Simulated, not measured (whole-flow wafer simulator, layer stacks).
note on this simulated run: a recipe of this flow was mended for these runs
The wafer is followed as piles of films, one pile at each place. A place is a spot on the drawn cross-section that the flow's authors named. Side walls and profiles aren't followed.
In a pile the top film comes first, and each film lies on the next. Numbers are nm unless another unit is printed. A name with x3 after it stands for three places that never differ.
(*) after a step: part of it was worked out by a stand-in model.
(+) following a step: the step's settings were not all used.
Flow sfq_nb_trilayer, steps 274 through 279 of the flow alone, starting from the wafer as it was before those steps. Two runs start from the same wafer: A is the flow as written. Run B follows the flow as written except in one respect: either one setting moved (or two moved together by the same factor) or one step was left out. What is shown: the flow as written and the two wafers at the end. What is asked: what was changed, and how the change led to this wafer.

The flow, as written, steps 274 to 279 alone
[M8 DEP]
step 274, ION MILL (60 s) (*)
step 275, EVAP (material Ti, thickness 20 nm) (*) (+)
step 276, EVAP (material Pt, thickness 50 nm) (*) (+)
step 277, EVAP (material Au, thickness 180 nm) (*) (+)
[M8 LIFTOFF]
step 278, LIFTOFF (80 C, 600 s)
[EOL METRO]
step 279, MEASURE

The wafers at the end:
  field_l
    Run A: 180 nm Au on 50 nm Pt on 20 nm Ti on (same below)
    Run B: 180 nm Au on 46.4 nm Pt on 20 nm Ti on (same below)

What caused this: step 276, EVAP: thickness 46.4 nm was run, while the flow as written has thickness 50 nm.
The wafer itself shows it: field_l has Pt 46.4, and step 276 as written asks for 50 nm.

How this came from the change, step by step:
  step 276, EVAP (material Pt, thickness 50 nm) (*) (+)
      field_l, v_sur x3, via_wl x2 and 100 more: A +50 Pt (new film) | B +46.4 Pt (new film)
  step 278, LIFTOFF (80 C, 600 s)
      p4_fl x5, p4_w1 x9, p3_s0 x11 and 49 more: A -180 Au (all of it), -50 Pt (all of it), -20 Ti (all of it), -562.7 KrF-resist-other-grade (all of it), -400 lift-off-underlayer (all of it) | B -180 Au (all of it), -46.4 Pt (all of it), -20 Ti (all of it), -562.7 KrF-resist-other-grade (all of it), -400 lift-off-underlayer (all of it)
      r_sur, res, r_end: A -180 Au (all of it), -50 Pt (all of it), -20 Ti (all of it), -559.9 KrF-resist-other-grade (all of it), -399.5 lift-off-underlayer (all of it) | B -180 Au (all of it), -46.4 Pt (all of it), -20 Ti (all of it), -559.9 KrF-resist-other-grade (all of it), -399.5 lift-off-underlayer (all of it)
      (also at 18 further places)
